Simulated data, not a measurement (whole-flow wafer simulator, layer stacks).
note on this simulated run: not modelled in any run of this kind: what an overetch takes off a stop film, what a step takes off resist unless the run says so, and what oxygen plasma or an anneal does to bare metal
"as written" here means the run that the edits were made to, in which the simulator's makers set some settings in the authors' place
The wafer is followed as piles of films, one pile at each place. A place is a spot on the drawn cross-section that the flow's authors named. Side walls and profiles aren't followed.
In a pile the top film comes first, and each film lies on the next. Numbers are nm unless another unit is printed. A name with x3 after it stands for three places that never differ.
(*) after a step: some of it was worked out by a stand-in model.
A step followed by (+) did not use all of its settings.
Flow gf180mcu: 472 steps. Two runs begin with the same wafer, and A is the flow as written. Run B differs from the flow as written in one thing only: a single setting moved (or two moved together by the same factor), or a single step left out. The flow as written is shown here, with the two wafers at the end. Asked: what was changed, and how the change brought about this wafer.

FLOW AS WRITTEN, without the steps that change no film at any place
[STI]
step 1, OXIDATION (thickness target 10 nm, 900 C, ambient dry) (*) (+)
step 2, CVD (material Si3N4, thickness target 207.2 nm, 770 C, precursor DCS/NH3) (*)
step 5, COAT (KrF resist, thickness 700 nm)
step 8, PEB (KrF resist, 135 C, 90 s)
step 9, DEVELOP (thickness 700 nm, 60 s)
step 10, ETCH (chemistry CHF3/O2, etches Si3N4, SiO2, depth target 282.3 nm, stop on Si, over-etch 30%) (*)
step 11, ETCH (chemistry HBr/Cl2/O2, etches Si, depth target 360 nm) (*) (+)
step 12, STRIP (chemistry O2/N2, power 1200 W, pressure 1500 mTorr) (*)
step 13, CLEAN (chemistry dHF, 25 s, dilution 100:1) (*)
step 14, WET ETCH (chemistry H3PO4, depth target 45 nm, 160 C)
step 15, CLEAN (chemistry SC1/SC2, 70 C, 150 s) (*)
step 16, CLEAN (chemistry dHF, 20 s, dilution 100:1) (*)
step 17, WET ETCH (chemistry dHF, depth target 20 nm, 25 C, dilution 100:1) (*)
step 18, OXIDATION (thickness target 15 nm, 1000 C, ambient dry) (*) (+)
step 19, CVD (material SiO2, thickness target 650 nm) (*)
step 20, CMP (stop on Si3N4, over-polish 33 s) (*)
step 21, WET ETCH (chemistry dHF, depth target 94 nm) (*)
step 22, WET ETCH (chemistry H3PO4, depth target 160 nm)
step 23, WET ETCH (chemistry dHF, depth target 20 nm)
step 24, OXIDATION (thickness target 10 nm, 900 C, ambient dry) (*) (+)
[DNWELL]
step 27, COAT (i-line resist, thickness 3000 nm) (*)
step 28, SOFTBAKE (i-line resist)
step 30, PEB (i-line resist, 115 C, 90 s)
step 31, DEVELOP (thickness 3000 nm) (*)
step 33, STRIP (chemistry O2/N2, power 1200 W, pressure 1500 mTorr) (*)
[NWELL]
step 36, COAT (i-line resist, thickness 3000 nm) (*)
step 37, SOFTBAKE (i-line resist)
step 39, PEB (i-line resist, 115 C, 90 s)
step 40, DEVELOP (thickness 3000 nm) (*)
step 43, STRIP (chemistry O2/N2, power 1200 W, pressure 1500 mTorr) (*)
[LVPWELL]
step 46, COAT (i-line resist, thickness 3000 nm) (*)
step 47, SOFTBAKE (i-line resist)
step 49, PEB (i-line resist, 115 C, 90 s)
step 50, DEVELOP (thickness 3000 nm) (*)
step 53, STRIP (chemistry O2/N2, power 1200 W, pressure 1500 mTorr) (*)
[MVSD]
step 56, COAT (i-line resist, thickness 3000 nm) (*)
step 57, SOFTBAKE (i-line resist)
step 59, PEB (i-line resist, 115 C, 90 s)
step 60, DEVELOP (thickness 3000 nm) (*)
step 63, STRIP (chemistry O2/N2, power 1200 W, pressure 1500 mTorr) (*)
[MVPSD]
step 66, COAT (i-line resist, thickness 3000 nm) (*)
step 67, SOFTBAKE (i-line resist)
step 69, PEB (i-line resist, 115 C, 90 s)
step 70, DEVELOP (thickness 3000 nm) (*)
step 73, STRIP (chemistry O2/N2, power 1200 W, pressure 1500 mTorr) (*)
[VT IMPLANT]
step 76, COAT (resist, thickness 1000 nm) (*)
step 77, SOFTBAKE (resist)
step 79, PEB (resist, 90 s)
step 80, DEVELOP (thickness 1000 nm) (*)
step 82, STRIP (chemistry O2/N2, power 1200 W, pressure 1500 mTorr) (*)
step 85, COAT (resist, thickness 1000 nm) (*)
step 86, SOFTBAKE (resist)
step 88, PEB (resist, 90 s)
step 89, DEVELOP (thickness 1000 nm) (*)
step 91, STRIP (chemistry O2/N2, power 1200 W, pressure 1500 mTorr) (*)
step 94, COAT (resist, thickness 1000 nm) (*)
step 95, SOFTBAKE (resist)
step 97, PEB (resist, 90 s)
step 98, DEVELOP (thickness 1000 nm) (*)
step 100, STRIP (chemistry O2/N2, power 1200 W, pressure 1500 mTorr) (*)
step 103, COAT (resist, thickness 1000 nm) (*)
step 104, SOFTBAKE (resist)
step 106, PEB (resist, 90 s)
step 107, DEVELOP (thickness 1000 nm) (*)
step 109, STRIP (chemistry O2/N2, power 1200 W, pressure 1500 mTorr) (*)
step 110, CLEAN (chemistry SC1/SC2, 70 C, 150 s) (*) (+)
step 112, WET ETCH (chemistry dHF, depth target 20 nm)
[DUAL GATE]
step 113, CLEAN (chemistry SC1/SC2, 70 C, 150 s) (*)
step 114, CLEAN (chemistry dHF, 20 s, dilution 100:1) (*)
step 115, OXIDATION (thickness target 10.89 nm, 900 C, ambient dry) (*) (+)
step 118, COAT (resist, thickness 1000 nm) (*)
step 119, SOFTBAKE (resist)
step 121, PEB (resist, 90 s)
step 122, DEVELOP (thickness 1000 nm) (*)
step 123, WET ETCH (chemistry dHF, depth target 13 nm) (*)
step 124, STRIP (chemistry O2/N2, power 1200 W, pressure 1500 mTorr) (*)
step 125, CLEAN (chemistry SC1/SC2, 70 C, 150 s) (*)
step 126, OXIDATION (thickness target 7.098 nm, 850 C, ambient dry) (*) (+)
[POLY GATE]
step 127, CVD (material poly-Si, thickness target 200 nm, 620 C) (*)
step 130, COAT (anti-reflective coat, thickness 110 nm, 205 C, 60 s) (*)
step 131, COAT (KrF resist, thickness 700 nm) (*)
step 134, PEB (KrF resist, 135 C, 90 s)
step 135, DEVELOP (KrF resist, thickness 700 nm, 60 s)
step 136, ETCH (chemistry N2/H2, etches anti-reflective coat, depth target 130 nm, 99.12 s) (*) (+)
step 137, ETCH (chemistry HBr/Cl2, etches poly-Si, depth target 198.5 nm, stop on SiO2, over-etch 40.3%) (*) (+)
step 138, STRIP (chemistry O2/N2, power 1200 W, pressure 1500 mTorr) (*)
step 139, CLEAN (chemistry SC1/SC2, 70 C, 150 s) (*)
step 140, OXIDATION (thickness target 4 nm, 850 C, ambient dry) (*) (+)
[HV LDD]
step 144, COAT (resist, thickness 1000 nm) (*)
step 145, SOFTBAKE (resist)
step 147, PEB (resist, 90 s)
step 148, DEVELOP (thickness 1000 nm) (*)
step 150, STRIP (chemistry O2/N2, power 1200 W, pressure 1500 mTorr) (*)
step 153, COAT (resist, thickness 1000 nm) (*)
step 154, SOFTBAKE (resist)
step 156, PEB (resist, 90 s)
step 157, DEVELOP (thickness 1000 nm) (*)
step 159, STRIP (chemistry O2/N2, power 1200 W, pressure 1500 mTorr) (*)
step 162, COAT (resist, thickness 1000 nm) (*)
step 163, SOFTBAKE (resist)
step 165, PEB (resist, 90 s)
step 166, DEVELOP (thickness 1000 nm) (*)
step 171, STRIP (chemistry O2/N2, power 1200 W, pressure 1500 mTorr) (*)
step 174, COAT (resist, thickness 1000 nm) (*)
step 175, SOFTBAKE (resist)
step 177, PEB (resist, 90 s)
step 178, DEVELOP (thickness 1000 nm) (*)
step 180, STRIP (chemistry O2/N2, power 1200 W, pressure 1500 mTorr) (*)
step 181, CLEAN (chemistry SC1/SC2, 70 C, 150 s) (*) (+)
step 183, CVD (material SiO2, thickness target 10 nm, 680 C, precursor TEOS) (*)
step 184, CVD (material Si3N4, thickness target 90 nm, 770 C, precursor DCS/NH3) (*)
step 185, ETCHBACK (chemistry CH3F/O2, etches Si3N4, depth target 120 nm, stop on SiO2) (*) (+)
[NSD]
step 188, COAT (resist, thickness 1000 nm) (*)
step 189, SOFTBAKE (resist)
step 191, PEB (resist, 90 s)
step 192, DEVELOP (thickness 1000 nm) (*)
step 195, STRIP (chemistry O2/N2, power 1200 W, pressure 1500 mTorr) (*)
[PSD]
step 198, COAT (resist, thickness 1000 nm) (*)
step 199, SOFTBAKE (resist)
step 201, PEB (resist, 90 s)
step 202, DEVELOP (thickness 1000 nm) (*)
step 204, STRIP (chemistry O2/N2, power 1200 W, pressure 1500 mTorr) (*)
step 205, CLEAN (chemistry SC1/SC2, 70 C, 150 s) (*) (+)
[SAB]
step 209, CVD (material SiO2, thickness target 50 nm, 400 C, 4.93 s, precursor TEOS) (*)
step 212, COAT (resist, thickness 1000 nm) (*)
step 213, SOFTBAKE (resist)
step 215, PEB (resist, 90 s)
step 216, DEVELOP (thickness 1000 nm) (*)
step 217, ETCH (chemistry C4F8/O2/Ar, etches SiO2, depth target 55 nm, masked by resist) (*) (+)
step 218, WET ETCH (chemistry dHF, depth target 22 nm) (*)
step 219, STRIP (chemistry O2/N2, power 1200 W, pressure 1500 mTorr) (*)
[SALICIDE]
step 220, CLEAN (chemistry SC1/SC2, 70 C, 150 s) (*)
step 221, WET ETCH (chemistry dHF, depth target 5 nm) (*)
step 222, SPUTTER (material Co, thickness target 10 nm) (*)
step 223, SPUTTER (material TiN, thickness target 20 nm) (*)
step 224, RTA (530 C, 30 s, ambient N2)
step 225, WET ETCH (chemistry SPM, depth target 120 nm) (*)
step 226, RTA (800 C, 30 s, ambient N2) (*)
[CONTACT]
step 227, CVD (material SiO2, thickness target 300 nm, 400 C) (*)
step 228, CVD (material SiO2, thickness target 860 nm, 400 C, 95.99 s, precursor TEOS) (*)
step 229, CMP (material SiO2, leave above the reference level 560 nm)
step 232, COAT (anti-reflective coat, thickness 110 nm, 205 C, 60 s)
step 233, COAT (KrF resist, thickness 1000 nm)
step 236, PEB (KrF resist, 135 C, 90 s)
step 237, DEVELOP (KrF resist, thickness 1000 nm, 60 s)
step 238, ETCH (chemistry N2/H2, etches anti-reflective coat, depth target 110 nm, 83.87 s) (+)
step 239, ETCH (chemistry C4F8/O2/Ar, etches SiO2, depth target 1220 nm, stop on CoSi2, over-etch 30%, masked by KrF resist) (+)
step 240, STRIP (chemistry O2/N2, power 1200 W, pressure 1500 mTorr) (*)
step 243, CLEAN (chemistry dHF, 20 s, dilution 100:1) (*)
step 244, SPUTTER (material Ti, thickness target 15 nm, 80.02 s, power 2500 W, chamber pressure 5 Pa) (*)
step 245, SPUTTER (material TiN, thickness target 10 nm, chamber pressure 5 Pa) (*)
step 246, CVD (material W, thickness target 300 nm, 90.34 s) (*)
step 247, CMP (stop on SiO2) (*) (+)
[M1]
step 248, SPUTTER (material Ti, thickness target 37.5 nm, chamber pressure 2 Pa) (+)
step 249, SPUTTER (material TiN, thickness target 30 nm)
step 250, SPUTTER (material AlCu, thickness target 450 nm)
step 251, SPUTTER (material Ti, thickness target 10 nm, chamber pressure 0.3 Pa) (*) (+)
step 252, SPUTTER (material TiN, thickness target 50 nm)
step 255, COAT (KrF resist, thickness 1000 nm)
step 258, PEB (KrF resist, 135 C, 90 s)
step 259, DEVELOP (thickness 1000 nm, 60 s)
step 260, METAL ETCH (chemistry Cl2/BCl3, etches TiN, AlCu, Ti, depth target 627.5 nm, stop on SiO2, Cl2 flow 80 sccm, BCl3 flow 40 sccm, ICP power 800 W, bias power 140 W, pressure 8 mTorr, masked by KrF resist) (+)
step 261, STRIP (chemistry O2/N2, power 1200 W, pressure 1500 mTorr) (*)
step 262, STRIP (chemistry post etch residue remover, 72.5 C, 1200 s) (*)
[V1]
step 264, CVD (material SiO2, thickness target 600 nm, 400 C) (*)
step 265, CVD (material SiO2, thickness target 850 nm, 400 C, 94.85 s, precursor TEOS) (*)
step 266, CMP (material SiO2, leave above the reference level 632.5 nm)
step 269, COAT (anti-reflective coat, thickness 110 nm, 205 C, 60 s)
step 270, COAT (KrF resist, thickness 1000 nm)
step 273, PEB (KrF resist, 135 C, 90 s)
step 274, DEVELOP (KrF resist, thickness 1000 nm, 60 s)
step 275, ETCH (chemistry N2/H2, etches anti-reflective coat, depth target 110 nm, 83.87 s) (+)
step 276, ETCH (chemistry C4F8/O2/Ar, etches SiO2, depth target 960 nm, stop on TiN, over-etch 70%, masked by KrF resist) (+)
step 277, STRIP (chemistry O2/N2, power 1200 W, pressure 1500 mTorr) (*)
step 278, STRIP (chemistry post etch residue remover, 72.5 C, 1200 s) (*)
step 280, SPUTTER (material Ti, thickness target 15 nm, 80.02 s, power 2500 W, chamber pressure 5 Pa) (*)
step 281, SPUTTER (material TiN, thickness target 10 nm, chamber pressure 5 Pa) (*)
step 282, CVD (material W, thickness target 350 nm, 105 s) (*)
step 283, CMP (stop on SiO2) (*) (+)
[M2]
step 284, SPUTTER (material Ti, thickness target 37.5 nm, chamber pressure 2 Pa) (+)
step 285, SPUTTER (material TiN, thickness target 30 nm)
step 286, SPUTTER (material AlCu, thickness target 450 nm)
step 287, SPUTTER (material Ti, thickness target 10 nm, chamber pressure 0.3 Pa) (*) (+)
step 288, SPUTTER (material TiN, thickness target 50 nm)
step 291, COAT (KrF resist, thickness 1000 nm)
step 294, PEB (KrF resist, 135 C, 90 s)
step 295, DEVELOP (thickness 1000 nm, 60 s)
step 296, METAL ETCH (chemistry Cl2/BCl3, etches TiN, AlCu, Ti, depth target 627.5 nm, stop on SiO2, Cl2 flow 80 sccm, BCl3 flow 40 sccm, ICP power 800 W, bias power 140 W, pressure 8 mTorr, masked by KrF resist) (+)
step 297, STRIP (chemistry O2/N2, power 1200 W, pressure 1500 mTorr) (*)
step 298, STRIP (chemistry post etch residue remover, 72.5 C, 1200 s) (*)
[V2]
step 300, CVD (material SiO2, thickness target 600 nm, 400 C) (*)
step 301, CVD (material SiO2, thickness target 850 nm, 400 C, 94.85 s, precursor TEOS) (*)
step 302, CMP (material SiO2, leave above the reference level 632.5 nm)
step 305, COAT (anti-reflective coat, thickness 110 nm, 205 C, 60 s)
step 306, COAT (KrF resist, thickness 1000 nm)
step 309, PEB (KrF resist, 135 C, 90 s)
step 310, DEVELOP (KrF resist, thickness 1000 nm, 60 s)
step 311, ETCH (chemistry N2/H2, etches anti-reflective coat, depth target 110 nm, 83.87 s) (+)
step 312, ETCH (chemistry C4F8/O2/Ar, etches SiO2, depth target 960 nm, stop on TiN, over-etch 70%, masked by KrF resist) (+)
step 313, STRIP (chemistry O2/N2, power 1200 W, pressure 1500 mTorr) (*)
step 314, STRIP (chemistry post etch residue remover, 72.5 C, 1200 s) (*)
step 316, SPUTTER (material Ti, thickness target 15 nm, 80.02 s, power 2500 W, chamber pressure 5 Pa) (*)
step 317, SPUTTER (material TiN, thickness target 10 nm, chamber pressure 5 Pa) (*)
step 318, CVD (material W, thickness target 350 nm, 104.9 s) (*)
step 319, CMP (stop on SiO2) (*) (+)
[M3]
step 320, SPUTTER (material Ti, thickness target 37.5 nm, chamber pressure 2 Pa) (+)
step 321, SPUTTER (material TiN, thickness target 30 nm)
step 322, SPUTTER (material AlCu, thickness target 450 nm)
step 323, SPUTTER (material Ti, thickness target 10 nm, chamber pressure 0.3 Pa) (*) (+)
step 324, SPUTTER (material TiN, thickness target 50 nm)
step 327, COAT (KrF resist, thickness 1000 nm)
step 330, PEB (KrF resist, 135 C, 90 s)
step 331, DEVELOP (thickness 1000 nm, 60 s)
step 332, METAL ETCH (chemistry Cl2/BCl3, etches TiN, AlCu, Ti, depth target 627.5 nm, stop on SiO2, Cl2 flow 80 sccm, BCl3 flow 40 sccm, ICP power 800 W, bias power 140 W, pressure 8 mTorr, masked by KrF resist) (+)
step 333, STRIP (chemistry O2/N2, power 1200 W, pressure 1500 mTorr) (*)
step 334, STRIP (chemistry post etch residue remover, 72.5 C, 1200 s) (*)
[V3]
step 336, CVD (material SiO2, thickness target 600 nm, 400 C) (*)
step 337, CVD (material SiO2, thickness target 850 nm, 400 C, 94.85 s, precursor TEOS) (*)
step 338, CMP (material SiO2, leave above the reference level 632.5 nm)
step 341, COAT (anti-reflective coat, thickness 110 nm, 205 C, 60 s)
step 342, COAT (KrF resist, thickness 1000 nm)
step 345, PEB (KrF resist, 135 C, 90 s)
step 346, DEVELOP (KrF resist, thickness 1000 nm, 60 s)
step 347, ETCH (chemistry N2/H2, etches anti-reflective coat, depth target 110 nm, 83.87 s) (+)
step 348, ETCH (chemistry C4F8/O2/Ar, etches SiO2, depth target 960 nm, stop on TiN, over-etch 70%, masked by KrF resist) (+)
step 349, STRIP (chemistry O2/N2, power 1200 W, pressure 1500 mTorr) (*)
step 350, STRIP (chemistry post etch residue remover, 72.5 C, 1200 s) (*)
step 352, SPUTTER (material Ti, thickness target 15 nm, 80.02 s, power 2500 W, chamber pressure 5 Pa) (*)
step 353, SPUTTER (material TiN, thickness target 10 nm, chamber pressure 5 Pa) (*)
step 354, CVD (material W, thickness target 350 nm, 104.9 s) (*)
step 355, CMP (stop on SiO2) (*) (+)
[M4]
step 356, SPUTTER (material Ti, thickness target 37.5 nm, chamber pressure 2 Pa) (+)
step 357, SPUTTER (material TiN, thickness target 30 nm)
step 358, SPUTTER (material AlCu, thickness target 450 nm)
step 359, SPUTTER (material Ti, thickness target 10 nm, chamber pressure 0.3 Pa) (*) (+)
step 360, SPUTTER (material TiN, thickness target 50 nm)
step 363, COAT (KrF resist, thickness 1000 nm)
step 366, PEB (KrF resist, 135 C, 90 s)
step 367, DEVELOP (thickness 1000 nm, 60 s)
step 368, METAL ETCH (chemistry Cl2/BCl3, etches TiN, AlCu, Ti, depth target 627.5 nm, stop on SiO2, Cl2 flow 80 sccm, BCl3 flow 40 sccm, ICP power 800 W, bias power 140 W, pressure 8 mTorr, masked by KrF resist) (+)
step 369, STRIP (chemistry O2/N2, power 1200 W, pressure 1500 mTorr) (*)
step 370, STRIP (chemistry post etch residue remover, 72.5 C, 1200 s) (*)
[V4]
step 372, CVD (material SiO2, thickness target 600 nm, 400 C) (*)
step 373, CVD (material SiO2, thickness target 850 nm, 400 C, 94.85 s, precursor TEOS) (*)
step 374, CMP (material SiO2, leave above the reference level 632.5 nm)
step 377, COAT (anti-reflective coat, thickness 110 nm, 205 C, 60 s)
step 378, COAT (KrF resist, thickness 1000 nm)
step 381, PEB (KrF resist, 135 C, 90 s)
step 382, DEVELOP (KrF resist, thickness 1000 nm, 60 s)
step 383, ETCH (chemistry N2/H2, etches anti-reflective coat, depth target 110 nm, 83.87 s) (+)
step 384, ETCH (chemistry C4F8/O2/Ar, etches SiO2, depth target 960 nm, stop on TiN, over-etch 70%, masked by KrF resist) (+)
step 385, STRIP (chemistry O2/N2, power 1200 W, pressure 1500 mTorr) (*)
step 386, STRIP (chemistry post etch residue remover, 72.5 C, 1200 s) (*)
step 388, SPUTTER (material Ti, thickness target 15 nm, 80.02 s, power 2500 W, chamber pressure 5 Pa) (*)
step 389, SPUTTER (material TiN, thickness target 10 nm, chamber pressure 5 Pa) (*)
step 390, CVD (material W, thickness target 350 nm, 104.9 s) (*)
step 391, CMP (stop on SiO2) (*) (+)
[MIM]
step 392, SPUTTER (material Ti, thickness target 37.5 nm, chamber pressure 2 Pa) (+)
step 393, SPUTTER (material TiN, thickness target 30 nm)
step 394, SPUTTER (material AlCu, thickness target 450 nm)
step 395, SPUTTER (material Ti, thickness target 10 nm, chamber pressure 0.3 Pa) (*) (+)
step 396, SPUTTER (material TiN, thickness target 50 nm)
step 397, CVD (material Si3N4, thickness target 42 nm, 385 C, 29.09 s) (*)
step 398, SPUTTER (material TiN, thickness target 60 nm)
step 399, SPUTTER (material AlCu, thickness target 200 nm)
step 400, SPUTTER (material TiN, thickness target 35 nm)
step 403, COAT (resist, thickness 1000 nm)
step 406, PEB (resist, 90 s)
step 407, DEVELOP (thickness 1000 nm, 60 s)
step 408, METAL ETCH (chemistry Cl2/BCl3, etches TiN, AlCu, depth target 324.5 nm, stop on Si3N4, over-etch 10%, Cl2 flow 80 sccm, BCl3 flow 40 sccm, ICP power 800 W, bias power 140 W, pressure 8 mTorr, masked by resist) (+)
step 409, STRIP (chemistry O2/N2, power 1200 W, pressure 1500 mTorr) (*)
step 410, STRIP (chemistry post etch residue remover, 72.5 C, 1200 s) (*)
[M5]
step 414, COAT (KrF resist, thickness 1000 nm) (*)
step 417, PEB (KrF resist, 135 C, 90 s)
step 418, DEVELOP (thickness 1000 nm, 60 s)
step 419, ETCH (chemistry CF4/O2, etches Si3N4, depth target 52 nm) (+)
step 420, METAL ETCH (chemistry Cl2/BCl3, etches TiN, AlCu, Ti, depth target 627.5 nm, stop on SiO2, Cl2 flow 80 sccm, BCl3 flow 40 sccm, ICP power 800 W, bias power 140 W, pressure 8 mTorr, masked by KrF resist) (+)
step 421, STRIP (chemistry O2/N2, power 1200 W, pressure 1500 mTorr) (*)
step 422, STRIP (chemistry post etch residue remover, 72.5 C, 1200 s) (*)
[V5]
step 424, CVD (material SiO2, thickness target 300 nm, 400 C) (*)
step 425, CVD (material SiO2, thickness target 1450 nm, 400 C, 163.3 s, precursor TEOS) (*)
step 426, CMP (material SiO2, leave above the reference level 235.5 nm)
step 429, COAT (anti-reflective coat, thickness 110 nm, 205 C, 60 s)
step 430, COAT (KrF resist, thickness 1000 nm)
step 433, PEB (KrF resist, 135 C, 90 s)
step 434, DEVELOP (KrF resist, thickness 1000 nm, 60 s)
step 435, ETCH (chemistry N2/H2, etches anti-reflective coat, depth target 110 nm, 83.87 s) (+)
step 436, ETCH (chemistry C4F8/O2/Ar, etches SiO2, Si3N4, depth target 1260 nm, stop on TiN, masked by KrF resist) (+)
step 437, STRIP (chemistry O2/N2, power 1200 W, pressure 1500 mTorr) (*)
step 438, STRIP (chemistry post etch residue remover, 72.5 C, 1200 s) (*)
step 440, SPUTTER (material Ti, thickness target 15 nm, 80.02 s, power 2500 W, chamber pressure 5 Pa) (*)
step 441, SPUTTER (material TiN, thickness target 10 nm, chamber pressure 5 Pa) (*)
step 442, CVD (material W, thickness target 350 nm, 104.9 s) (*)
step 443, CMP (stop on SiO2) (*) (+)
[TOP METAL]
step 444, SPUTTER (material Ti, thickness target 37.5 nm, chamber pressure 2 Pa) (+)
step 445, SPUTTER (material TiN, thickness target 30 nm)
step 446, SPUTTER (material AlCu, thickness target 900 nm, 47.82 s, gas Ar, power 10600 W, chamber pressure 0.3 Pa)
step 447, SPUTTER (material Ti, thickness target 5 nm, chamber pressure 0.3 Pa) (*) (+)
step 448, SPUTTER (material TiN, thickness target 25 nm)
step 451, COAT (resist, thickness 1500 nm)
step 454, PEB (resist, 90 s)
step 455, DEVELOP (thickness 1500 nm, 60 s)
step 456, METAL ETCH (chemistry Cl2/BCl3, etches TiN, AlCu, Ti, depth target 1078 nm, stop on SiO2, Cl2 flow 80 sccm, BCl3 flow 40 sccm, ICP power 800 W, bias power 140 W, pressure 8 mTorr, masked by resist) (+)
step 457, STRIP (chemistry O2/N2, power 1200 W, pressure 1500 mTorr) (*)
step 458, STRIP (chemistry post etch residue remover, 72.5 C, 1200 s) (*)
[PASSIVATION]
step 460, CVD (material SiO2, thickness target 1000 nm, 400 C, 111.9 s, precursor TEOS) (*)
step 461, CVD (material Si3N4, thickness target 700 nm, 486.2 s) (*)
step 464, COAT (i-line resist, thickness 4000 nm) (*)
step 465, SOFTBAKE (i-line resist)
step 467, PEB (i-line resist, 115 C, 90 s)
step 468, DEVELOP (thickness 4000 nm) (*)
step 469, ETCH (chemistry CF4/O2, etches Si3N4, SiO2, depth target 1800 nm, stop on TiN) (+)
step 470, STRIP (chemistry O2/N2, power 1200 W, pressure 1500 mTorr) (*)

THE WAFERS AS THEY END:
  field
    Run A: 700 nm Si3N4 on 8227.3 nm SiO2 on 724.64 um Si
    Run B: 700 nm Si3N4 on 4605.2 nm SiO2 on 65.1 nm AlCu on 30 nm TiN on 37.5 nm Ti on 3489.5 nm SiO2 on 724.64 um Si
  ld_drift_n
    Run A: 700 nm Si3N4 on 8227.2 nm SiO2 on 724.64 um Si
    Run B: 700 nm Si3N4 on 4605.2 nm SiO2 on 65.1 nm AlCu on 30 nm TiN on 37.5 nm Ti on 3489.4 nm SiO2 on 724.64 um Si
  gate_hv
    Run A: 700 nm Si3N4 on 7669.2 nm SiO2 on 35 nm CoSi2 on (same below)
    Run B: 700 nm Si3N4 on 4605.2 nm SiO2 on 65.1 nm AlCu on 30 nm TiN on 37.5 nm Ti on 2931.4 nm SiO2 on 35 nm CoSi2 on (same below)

What caused this: step 332, METAL ETCH: depth target 439.2 nm was run, whereas the flow has depth target 627.5 nm.

How this came from the change, step by step:
  step 332, METAL ETCH (chemistry Cl2/BCl3, etches TiN, AlCu, Ti, depth target 627.5 nm, stop on SiO2, Cl2 flow 80 sccm, BCl3 flow 40 sccm, ICP power 800 W, bias power 140 W, pressure 8 mTorr, masked by KrF resist) (+)
      field, field__w1, field__w2 and 103 more: A -50 TiN (all of it), -10 Ti (all of it), -450 AlCu (all of it), -30 TiN (all of it), -37.5 Ti (all of it) | B -50 TiN (all of it), -10 Ti (all of it), -379.2 AlCu
      field__w8, contact, m1, m1__w1, m1_nw: A -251 KrF resist | B -175.7 KrF resist
  step 333, STRIP (chemistry O2/N2, power 1200 W, pressure 1500 mTorr) (*)
      field__w8, contact, m1, m1__w1, m1_nw: A -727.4 KrF resist (all of it) | B -802.7 KrF resist (all of it)
  step 334, STRIP (chemistry post etch residue remover, 72.5 C, 1200 s) (*)
      field, field__w1, field__w2 and 103 more: A nothing | B -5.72 AlCu
  step 336, CVD (material SiO2, thickness target 600 nm, 400 C) (*)
      field, field__w1, field__w2 and 103 more: A +600 SiO2 | B +600 SiO2 (new film)
  step 338, CMP (material SiO2, leave above the reference level 632.5 nm)
      field, field__w1, field__w2 and 103 more: A -300 SiO2 | B -432.6 SiO2
Taking metal films that touch as one body, field has 1 body; the flow as written gives 0 bodies.
Taking metal films that touch as one body, ld_drift_n has 1 body; the flow as written gives 0 bodies.
Taking metal films that touch as one body, gate_hv has 2 bodies (between them, from the top down: SiO2 2931.4); the flow as written gives 1 body.
